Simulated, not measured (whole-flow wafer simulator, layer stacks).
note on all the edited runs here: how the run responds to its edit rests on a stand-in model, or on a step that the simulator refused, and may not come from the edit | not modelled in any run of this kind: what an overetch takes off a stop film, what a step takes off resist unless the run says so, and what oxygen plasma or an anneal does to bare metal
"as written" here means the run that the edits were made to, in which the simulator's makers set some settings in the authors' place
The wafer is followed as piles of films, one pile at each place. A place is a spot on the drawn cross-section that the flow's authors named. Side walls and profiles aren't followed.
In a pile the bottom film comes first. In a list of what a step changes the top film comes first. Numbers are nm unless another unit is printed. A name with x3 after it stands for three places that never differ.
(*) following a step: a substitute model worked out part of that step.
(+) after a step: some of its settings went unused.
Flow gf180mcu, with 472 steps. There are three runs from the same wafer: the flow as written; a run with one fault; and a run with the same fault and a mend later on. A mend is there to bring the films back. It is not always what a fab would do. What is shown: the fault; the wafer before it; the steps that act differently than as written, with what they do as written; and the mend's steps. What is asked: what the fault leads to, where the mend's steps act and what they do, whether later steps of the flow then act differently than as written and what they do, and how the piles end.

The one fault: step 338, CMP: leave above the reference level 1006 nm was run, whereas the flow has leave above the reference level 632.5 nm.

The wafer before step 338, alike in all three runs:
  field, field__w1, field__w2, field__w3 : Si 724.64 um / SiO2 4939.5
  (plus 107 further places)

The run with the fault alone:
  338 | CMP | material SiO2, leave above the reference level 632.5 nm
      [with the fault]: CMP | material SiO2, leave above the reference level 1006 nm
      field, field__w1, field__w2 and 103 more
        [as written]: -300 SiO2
        [with the fault]: nothing
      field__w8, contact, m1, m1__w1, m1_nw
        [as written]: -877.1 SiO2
        [with the fault]: -503.9 SiO2
  Steps further on in the flow that do not act as written (4 other steps are not shown; they differ only slightly, by no more than 2% or 0.5 nm, whichever is larger):
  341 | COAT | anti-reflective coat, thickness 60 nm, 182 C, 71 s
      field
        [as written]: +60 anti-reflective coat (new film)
        [with the fault]: +89.3 anti-reflective coat (new film)
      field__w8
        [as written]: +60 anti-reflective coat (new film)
        [with the fault]: +22.9 anti-reflective coat (new film)
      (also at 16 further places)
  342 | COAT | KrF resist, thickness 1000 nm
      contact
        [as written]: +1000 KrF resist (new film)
        [with the fault]: +972.2 KrF resist (new film)
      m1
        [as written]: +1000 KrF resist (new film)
        [with the fault]: +967.8 KrF resist (new film)
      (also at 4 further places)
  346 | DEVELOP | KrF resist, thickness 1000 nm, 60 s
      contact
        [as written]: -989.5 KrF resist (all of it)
        [with the fault]: -961.9 KrF resist (all of it)
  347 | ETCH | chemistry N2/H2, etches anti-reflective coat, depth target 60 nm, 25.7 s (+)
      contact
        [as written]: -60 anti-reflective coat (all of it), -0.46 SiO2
        [with the fault]: -28 anti-reflective coat (all of it), -1.28 SiO2
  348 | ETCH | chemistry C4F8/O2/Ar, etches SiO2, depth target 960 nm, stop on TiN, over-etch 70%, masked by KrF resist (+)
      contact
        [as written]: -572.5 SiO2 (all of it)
        [with the fault]: -944.8 SiO2 (all of it)
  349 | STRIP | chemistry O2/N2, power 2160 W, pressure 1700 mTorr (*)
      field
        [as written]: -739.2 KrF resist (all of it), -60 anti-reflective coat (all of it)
        [with the fault]: -726.2 KrF resist (all of it), -89.3 anti-reflective coat (all of it)
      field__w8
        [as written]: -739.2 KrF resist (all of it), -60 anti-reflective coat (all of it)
        [with the fault]: -730.4 KrF resist (all of it), -22.9 anti-reflective coat (all of it)
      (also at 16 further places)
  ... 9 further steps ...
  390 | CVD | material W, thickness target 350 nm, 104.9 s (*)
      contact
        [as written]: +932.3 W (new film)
        [with the fault]: +1003.3 W (new film)
  At field, field__w1, field__w2 and 109 more, the piles at the end differ from the flow's by more than 2% or 0.5 nm, whichever is larger.
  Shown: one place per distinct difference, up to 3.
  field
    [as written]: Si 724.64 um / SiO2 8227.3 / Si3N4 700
    [with the fault]: Si 724.64 um / SiO2 8597.8 / Si3N4 700
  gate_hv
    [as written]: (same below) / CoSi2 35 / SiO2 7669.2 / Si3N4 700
    [with the fault]: (same below) / CoSi2 35 / SiO2 8039.7 / Si3N4 700
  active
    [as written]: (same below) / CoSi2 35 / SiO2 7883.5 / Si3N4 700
    [with the fault]: (same below) / CoSi2 35 / SiO2 8254 / Si3N4 700

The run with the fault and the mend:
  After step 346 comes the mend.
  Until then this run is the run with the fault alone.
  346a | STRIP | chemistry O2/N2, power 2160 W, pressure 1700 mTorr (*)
      iso_ptap_pw, iso_ntap_nw, iso_nw_fld and 33 more
        -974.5 KrF resist (all of it), -60 anti-reflective coat (all of it)
      field_sub, field_sub__w1, field_sub__w2 and 10 more
        -975.2 KrF resist (all of it), -60.2 anti-reflective coat (all of it)
      p_well, sti, spacer, sd_n, mim_1p0, pad, dice_street
        -974.6 KrF resist (all of it), -60.6 anti-reflective coat (all of it)
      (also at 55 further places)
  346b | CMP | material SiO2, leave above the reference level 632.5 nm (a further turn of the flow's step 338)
      field, field__w1, field__w2 and 103 more
        -300 SiO2
      field__w8, contact, m1, m1__w1, m1_nw
        -373.2 SiO2
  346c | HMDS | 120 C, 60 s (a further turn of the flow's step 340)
      alters no film at any place that is followed
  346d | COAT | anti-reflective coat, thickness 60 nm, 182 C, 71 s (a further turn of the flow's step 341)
      field, field__w1, field__w2 and 108 more
        +60 anti-reflective coat (new film)
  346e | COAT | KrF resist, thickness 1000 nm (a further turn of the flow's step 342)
      field, field__w1, field__w2 and 108 more
        +1000 KrF resist (new film)
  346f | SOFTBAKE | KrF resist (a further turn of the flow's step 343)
      alters no film at any place that is followed
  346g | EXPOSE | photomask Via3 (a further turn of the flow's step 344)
      alters no film at any place that is followed
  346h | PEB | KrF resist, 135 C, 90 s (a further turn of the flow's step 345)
      field, field__w1, field__w2 and 108 more
        -10.5 KrF resist
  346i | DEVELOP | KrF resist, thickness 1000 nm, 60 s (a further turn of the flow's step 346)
      field, field__w1, field__w2 and 107 more
        -14.9 KrF resist
      contact
        -989.5 KrF resist (all of it)
  None of the later steps of the flow acts differently than as written at any place that is followed.
  By the end, the piles equal the flow's at every place that both follow.
